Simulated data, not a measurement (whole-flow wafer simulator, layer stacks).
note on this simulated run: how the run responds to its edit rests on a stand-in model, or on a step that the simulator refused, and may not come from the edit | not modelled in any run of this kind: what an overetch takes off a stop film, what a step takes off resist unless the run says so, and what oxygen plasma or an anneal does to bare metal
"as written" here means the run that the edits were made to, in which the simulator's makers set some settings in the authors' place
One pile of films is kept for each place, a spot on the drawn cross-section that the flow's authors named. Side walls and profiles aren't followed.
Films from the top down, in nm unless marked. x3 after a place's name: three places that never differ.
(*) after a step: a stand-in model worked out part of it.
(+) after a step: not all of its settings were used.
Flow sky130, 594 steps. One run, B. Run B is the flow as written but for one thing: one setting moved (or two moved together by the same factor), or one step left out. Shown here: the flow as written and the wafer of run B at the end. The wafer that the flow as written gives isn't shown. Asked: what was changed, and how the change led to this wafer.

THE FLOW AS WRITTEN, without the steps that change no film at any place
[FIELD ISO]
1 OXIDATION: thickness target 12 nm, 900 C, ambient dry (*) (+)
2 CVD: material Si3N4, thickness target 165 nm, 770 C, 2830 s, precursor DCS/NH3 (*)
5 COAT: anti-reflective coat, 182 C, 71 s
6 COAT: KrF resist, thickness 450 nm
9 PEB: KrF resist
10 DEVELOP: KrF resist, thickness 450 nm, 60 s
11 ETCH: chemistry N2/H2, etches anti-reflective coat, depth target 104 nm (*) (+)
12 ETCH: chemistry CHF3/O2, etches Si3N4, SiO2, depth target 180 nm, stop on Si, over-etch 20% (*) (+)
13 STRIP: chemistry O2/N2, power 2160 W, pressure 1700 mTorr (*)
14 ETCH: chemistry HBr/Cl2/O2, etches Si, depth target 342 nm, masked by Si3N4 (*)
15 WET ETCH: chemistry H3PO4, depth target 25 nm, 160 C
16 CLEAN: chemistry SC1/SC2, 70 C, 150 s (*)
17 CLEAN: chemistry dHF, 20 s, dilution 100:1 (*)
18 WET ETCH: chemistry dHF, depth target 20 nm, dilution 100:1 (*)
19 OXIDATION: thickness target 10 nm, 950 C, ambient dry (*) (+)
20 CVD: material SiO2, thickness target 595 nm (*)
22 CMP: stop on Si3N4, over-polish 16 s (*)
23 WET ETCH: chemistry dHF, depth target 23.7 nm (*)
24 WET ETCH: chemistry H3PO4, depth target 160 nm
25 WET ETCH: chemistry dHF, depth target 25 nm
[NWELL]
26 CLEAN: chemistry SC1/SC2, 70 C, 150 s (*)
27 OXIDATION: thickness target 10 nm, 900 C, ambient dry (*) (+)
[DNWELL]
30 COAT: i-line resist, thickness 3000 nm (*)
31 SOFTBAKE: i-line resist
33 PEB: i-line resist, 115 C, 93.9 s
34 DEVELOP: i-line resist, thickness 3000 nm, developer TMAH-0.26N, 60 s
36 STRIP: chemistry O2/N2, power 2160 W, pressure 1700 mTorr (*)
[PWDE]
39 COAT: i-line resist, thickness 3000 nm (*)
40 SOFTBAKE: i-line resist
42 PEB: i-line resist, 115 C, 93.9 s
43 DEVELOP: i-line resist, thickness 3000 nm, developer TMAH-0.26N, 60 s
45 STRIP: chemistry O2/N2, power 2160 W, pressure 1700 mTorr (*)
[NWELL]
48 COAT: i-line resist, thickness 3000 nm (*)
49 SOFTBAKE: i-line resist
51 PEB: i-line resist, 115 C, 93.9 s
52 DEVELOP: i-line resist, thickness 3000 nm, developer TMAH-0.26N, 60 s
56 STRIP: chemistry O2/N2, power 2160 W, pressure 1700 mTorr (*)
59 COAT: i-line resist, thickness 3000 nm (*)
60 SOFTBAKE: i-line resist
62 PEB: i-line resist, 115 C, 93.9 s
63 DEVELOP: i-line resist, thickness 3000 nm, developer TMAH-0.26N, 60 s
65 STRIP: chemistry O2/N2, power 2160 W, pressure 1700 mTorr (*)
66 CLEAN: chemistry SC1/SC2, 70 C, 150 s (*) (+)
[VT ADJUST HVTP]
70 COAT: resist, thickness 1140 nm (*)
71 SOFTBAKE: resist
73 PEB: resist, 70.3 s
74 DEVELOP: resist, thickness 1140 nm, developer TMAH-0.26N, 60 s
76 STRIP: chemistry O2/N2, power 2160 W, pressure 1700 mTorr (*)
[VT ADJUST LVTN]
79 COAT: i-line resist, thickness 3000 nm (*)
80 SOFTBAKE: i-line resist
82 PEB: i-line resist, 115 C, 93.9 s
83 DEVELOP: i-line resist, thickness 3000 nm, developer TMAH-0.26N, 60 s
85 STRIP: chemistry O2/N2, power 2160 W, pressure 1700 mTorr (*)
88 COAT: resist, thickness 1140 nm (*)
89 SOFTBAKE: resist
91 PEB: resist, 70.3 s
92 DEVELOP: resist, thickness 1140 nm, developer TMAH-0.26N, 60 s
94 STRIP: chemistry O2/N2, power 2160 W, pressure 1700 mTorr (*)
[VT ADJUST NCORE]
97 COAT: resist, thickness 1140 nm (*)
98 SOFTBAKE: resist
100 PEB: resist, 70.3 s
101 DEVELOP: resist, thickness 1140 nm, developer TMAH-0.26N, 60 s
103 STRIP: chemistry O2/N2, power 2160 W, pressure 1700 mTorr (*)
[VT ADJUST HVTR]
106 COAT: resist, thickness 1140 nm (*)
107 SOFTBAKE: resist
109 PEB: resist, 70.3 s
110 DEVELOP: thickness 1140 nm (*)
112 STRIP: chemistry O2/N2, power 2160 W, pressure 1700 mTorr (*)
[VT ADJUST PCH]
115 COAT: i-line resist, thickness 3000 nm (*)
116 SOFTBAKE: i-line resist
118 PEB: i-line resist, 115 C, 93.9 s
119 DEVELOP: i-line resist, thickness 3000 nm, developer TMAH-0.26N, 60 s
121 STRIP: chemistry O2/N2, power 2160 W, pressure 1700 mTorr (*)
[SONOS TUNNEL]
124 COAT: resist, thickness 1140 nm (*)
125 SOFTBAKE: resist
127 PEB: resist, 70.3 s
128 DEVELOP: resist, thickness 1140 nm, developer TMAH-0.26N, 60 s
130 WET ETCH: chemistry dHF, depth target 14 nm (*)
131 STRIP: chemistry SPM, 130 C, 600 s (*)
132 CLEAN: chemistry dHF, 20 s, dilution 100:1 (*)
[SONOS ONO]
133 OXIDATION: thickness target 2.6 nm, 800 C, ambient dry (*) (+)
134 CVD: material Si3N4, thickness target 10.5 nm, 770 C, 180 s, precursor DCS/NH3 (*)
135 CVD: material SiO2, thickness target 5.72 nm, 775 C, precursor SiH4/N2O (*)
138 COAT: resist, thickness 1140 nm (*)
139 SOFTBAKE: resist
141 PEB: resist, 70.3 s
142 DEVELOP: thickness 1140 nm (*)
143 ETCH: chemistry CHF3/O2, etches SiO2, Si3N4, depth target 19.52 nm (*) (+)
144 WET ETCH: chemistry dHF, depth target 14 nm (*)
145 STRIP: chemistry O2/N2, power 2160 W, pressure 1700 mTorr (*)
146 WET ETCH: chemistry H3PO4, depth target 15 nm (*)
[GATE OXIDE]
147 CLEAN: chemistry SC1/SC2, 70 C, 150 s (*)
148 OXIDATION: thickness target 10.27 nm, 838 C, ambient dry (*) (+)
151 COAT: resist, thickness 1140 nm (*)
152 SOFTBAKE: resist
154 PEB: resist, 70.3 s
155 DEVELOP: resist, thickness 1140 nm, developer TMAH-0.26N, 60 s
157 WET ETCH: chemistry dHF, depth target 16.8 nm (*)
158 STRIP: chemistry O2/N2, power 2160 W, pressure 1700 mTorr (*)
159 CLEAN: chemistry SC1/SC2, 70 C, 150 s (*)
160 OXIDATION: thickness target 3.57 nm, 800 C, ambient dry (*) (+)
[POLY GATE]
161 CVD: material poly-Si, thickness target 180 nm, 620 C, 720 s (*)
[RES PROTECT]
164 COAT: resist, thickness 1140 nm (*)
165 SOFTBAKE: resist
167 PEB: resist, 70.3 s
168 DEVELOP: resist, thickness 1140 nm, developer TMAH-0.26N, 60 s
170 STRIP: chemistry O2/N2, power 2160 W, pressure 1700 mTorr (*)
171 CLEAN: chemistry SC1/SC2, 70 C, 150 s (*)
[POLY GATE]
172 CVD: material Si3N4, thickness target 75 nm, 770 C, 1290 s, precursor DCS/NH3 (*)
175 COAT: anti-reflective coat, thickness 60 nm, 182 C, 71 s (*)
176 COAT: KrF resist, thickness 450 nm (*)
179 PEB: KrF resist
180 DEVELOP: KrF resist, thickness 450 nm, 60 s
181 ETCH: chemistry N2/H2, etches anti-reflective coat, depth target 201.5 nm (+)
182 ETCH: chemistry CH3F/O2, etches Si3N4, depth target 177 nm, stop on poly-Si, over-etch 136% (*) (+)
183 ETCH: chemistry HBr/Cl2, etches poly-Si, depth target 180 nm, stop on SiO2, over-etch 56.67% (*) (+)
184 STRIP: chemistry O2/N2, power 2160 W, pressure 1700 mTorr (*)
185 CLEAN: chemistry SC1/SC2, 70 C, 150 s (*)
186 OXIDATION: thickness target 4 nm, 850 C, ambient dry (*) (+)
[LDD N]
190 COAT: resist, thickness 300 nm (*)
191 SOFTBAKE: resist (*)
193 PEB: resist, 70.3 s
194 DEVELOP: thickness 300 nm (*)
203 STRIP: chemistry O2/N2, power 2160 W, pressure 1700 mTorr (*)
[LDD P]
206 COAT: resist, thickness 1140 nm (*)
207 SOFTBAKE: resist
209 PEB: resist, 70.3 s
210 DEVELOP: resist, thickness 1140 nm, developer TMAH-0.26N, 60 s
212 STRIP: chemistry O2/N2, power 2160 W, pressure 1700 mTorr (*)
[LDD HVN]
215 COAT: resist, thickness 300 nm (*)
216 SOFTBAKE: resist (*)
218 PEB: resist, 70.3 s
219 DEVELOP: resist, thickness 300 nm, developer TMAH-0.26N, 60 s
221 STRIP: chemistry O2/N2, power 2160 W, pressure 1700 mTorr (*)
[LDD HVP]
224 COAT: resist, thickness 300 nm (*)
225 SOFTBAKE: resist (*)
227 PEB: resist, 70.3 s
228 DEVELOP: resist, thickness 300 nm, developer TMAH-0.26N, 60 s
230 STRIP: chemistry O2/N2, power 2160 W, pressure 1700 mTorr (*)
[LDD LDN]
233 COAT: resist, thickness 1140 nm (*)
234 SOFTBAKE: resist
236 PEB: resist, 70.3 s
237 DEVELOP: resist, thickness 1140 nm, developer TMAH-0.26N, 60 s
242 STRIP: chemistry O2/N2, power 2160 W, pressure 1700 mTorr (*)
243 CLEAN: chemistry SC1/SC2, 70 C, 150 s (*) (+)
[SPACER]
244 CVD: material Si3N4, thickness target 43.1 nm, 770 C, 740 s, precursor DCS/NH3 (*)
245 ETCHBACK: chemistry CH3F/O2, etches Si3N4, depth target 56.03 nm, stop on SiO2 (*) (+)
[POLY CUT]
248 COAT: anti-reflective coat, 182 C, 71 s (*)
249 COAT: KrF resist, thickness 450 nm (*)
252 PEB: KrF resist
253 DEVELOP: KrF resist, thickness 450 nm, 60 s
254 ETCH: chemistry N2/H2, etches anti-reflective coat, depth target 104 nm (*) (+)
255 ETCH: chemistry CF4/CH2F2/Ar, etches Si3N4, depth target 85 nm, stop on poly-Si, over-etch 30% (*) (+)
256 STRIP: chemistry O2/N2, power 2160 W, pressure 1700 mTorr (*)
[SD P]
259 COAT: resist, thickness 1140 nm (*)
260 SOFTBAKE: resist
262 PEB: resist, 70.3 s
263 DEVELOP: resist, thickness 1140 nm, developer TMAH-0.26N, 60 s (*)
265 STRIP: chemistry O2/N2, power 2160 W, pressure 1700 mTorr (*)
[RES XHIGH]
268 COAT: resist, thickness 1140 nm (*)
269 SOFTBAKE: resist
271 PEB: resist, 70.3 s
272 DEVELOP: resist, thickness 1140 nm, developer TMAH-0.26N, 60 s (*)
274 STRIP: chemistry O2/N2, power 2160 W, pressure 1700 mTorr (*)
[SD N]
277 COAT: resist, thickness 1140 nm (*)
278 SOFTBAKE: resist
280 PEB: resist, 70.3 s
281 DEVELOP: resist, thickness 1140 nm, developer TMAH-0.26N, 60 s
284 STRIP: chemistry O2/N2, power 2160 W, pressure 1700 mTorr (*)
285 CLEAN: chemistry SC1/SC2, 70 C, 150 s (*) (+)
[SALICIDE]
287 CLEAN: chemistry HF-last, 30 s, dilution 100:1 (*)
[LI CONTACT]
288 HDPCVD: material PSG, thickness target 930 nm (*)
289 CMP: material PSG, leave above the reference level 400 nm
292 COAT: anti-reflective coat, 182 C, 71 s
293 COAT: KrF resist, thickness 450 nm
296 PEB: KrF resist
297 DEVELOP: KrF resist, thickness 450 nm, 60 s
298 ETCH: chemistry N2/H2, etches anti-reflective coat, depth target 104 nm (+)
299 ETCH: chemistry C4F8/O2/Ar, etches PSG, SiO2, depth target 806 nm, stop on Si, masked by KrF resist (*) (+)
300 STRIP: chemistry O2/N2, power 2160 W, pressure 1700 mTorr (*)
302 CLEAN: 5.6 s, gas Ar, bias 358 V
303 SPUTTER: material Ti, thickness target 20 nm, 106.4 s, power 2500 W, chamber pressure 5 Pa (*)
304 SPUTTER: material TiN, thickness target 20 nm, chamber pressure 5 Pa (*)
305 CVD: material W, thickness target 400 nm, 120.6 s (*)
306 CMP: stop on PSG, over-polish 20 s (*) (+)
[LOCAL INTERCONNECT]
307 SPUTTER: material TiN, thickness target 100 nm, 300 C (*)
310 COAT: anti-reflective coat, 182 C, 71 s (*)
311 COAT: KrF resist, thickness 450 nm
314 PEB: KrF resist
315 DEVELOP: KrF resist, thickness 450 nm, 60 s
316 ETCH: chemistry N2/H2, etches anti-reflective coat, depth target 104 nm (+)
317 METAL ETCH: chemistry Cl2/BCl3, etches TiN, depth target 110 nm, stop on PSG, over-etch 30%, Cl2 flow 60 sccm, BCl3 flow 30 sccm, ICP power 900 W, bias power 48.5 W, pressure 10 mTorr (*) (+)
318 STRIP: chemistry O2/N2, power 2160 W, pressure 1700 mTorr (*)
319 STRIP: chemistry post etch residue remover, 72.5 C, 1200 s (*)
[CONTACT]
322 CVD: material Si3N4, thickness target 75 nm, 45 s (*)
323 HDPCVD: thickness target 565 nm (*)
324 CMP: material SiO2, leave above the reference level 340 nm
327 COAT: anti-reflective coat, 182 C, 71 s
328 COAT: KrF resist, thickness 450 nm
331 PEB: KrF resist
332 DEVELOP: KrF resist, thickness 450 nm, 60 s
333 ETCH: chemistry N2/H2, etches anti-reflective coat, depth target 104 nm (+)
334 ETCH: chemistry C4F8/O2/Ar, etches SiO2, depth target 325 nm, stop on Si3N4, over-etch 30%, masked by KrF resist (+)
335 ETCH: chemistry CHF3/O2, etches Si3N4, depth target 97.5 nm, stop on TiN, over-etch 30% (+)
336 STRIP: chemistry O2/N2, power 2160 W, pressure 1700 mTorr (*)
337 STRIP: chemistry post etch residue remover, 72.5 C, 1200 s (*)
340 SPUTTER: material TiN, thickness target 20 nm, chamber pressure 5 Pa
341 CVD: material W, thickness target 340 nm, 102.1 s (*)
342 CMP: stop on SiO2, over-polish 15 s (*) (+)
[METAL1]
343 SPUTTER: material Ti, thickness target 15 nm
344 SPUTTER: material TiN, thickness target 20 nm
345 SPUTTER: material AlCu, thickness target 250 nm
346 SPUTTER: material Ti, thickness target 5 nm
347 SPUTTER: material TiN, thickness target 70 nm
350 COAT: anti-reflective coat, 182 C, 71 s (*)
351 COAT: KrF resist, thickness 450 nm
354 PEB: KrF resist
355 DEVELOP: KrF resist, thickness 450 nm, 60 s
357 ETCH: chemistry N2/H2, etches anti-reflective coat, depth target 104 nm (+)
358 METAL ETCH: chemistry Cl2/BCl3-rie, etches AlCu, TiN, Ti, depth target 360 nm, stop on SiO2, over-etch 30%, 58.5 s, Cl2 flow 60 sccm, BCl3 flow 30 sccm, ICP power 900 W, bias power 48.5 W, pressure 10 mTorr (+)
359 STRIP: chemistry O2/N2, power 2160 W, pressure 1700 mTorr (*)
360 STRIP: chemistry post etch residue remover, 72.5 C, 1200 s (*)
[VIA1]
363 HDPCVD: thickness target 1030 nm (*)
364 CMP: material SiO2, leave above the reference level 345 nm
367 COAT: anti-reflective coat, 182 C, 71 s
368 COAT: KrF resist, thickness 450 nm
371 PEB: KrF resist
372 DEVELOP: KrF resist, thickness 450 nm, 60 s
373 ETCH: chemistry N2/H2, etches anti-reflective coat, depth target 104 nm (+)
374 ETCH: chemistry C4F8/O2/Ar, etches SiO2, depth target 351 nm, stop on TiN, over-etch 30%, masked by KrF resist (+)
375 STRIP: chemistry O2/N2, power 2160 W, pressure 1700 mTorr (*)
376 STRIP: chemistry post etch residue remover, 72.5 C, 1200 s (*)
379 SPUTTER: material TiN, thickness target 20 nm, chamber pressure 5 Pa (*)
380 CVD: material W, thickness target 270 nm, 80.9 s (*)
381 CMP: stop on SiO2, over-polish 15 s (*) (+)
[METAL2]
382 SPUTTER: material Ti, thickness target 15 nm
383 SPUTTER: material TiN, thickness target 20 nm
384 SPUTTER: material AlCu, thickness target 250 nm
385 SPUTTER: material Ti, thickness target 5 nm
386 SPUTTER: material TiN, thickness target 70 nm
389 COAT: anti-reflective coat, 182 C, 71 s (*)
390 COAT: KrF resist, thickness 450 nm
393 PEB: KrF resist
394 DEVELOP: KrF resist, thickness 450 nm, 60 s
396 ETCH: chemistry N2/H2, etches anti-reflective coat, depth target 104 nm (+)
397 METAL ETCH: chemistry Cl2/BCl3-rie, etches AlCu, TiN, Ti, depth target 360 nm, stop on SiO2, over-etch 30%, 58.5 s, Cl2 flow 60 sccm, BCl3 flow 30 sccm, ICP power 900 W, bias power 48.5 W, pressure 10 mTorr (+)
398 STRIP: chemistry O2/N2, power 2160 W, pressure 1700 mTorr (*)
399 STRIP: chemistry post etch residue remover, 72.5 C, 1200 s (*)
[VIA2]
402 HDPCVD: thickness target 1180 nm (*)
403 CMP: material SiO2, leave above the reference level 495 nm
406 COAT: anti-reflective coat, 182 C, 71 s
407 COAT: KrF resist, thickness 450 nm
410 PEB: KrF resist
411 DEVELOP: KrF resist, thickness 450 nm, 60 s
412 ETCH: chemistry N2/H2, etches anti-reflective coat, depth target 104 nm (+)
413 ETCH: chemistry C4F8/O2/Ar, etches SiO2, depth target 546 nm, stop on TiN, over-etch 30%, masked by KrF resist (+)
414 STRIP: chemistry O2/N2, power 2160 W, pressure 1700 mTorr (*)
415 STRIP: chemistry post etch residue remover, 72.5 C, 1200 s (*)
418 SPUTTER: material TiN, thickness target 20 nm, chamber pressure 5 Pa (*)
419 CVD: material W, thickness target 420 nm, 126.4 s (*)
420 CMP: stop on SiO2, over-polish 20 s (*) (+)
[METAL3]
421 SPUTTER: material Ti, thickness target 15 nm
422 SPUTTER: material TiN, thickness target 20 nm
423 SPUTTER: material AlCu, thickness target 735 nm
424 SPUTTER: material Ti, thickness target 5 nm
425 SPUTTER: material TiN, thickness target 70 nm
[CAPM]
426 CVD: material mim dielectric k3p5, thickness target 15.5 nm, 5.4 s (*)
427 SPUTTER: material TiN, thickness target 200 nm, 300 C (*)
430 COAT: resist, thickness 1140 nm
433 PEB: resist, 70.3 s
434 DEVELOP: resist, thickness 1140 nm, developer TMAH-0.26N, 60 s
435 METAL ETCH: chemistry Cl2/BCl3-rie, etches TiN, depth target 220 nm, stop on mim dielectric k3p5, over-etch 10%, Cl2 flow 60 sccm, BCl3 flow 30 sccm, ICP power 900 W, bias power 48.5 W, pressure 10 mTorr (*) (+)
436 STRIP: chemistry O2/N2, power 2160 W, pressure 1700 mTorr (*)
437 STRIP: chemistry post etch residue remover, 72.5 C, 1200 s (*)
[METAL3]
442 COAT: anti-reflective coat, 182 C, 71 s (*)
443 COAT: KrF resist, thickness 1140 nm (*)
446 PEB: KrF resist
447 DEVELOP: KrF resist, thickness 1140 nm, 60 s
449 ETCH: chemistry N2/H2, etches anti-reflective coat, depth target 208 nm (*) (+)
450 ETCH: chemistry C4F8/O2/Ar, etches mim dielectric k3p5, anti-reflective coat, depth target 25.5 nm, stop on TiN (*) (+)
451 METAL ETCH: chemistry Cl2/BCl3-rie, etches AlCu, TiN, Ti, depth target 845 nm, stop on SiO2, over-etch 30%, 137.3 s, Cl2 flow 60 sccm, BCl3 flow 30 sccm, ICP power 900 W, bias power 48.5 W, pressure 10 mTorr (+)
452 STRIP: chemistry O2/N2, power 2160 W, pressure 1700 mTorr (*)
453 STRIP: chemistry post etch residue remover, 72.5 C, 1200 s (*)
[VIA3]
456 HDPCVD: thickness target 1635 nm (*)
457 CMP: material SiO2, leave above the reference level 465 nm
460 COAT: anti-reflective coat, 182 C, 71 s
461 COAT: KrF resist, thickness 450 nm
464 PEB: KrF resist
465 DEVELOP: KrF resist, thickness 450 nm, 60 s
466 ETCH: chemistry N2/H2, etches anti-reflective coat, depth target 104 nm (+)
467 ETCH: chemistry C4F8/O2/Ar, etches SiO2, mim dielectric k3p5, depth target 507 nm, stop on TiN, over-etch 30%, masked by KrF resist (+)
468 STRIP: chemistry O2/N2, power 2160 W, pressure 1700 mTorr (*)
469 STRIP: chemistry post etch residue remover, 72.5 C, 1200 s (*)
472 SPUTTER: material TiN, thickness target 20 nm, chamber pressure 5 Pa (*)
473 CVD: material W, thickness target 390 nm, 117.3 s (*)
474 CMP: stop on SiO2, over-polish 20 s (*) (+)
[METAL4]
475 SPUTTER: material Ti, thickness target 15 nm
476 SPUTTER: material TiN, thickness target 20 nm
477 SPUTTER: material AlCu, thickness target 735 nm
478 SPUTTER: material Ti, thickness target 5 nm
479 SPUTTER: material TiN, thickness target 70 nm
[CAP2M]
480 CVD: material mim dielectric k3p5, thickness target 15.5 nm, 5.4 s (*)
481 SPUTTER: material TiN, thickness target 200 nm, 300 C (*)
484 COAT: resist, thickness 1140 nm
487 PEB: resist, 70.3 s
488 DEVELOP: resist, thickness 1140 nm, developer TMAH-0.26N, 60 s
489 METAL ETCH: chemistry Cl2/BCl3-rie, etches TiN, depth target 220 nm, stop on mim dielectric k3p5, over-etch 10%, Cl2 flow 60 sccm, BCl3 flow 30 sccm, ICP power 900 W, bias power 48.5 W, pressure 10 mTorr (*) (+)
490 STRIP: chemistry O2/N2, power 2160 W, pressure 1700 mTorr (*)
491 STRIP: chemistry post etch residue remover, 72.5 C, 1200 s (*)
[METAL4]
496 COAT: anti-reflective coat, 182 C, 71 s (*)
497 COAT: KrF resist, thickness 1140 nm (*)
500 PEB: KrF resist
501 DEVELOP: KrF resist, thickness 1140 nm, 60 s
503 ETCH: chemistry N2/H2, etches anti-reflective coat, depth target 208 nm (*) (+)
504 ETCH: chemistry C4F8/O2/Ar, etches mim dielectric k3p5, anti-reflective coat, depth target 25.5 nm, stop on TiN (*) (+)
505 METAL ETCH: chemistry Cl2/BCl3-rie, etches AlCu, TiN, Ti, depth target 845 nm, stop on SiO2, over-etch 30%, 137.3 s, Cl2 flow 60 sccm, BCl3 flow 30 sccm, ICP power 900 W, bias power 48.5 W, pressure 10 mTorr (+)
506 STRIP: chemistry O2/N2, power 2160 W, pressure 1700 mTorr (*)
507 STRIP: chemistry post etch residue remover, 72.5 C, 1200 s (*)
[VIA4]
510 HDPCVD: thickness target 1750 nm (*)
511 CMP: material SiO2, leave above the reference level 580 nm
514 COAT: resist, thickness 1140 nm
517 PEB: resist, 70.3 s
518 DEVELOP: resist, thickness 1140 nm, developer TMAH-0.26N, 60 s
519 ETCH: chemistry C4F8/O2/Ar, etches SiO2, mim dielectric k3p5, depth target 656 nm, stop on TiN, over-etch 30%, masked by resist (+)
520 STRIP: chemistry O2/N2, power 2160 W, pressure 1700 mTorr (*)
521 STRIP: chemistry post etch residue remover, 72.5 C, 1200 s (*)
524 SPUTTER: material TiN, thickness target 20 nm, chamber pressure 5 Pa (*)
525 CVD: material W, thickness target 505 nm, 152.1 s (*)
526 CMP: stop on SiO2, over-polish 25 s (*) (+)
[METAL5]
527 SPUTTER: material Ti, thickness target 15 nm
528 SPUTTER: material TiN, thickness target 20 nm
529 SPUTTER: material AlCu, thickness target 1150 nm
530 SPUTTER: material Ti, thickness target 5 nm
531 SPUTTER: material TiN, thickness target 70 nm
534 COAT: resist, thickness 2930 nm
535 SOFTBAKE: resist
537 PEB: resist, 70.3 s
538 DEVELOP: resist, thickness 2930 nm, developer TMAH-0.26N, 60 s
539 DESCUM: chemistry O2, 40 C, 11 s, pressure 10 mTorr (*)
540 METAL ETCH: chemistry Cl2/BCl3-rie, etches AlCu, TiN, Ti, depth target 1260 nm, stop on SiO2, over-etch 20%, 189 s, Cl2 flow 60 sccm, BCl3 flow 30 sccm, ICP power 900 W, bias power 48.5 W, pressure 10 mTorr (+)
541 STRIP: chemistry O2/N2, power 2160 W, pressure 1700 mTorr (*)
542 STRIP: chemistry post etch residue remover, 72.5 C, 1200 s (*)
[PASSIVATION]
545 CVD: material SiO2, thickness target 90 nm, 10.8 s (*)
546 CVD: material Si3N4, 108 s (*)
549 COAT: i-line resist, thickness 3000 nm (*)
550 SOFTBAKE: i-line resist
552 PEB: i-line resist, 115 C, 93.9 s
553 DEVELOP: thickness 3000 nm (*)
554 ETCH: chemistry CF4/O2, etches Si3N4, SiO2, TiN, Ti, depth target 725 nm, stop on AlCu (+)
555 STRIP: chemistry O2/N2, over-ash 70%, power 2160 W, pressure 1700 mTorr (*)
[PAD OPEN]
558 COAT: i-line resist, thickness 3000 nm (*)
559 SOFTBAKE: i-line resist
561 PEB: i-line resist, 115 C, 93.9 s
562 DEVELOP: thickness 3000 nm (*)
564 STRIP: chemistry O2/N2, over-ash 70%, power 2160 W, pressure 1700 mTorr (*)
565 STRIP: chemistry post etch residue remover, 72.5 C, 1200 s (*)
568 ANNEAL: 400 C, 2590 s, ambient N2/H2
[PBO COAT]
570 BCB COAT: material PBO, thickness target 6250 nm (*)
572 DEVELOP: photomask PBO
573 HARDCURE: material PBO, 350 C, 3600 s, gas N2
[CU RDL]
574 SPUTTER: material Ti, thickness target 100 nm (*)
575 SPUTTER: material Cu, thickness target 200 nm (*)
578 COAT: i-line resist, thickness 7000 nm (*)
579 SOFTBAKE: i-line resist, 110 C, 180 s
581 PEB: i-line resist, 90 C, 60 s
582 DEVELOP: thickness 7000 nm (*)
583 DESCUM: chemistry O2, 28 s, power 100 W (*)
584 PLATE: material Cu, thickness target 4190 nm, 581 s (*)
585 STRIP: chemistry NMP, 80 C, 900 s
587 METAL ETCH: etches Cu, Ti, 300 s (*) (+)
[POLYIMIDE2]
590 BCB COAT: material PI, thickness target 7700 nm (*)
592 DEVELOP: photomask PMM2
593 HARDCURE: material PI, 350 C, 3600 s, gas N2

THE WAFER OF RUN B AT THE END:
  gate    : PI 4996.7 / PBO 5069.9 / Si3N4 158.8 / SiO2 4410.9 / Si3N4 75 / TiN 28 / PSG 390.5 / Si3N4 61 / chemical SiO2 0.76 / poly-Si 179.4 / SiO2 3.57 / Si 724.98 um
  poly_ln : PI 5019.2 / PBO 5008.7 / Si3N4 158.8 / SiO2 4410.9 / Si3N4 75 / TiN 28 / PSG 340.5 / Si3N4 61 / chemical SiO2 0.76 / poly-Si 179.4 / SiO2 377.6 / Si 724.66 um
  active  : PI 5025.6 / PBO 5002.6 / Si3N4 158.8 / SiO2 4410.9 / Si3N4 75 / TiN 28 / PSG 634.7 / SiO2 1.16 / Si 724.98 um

The cause: step 316, ETCH: depth target 53 nm was run, where the flow has depth target 104 nm.

How the change led to this, step by step:
  316 ETCH: chemistry N2/H2, etches anti-reflective coat, depth target 104 nm (+)
      field, active, gate and 87 more: anti-reflective coat -53 (as written it would be: anti-reflective coat -80 (all of it), TiN -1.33)
      rpo_hd: anti-reflective coat -53 (as written it would be: anti-reflective coat -80 (all of it), TiN -1.34)
      (and at 100 more places)
  317 METAL ETCH: chemistry Cl2/BCl3, etches TiN, depth target 110 nm, stop on PSG, over-etch 30%, Cl2 flow 60 sccm, BCl3 flow 30 sccm, ICP power 900 W, bias power 48.5 W, pressure 10 mTorr (*) (+)
      field, active, gate and 88 more: anti-reflective coat -27 (all of it), TiN -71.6 (as written it would be: TiN -98.7 (all of it))
  318 STRIP: chemistry O2/N2, power 2160 W, pressure 1700 mTorr (*)
      n_well, p_well, gate_hv and 93 more: KrF resist -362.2 (all of it), anti-reflective coat -80 (all of it) (as written it would be: KrF resist -333.8 (all of it), anti-reflective coat -80 (all of it))
      poly_licon, ndiff_licon, ndiff_licon_cpp, rpo_hd_licon: KrF resist -362.2 (all of it), anti-reflective coat -80.5 (all of it) (as written it would be: KrF resist -333.9 (all of it), anti-reflective coat -80.5 (all of it))
  324 CMP: material SiO2, leave above the reference level 340 nm
      field, active, gate and 88 more: SiO2 -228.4 (as written it would be: SiO2 -200.4)
Counting metal films that touch as one body, gate has 1 body; the flow as written gives 0 bodies.
Counting metal films that touch as one body, poly_ln has 1 body; the flow as written gives 0 bodies.
Counting metal films that touch as one body, active has 1 body; the flow as written gives 0 bodies.
